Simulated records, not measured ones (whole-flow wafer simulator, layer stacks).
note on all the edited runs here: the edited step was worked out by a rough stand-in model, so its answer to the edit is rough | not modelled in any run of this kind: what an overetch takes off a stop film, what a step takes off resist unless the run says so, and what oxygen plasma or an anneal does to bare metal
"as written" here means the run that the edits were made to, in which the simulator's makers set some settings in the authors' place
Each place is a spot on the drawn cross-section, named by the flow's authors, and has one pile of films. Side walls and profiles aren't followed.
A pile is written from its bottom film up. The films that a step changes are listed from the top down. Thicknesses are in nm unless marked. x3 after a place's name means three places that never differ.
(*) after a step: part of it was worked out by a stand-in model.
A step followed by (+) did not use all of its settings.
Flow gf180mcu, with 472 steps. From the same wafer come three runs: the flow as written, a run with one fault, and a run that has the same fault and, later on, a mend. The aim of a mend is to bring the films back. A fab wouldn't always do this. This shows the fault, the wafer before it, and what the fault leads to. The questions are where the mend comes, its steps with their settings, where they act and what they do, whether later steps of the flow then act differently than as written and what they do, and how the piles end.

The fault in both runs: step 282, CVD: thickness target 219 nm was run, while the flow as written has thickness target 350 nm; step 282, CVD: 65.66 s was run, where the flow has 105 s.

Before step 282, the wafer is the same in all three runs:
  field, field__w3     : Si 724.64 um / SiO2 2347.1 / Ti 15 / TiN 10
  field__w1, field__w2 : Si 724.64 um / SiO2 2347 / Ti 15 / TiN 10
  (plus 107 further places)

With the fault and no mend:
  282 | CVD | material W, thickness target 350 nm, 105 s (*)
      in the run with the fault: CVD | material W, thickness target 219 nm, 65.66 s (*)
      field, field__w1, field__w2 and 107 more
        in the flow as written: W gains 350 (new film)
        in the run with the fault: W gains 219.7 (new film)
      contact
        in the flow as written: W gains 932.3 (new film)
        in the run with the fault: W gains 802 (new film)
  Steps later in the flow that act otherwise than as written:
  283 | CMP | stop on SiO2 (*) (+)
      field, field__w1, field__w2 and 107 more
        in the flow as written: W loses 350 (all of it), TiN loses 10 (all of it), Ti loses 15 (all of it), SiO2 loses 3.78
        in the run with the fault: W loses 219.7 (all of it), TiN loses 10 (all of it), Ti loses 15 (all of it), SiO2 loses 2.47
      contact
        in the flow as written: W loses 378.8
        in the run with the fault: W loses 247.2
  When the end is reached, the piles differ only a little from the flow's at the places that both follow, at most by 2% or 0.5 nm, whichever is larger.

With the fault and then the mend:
  The mend follows step 282.
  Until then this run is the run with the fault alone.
  282a | CVD | material W, thickness target 131 nm, 39.32 s (a further turn of the flow's step 282, with different settings)
      field, field__w1, field__w2 and 108 more
        W gains 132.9
  None of the later steps of the flow differs from how it acts as written, at any place that is followed, by more than 2% or 0.5 nm, whichever is larger.
  When the end is reached, the piles differ only a little from the flow's at the places that both follow, at most by 2% or 0.5 nm, whichever is larger.
